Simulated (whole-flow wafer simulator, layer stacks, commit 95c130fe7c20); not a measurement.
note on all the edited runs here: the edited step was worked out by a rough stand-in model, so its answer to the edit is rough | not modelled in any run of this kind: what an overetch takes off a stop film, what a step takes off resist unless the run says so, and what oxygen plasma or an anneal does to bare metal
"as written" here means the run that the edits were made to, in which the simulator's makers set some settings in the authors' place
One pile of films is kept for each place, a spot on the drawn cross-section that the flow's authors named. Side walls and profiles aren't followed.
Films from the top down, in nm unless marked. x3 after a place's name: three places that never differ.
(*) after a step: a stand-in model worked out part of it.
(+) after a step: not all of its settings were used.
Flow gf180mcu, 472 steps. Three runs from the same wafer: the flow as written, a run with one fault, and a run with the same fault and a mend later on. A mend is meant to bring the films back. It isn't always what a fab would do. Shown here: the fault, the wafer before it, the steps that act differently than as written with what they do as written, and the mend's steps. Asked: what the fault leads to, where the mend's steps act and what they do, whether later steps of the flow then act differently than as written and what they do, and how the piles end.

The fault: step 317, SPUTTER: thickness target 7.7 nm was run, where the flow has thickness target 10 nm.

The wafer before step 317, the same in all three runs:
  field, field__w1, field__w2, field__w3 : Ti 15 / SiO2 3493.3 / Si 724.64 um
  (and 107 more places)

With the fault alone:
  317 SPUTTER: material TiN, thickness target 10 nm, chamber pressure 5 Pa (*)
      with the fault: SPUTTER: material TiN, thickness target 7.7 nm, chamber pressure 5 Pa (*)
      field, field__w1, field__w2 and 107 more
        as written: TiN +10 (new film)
        with the fault: TiN +7.7 (new film)
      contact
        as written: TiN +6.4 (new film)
        with the fault: TiN +4.93 (new film)
  Later steps of the flow that act differently than as written (1 more step differs only slightly, by at most 2% or 0.5 nm, whichever is larger, and isn't shown):
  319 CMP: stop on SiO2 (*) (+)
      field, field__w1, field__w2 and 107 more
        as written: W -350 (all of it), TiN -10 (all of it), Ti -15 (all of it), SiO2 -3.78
        with the fault: W -350 (all of it), TiN -7.7 (all of it), Ti -15 (all of it), SiO2 -3.76
  At the end the piles differ from the flow's by more than 2% or 0.5 nm, whichever is larger, at contact.
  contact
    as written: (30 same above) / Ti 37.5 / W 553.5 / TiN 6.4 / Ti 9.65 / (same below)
    with the fault: (30 same above) / Ti 37.5 / W 555 / TiN 4.93 / Ti 9.65 / (same below)

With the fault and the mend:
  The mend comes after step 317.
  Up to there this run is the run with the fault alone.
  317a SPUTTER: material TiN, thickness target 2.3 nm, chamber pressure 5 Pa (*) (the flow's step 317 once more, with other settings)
      field, field__w1, field__w2 and 107 more
        TiN +2.3
      contact
        TiN +1.47
  No later step of the flow acts differently than as written at any place that is followed.
  At the end the piles are the same as the flow's at every place that both follow.
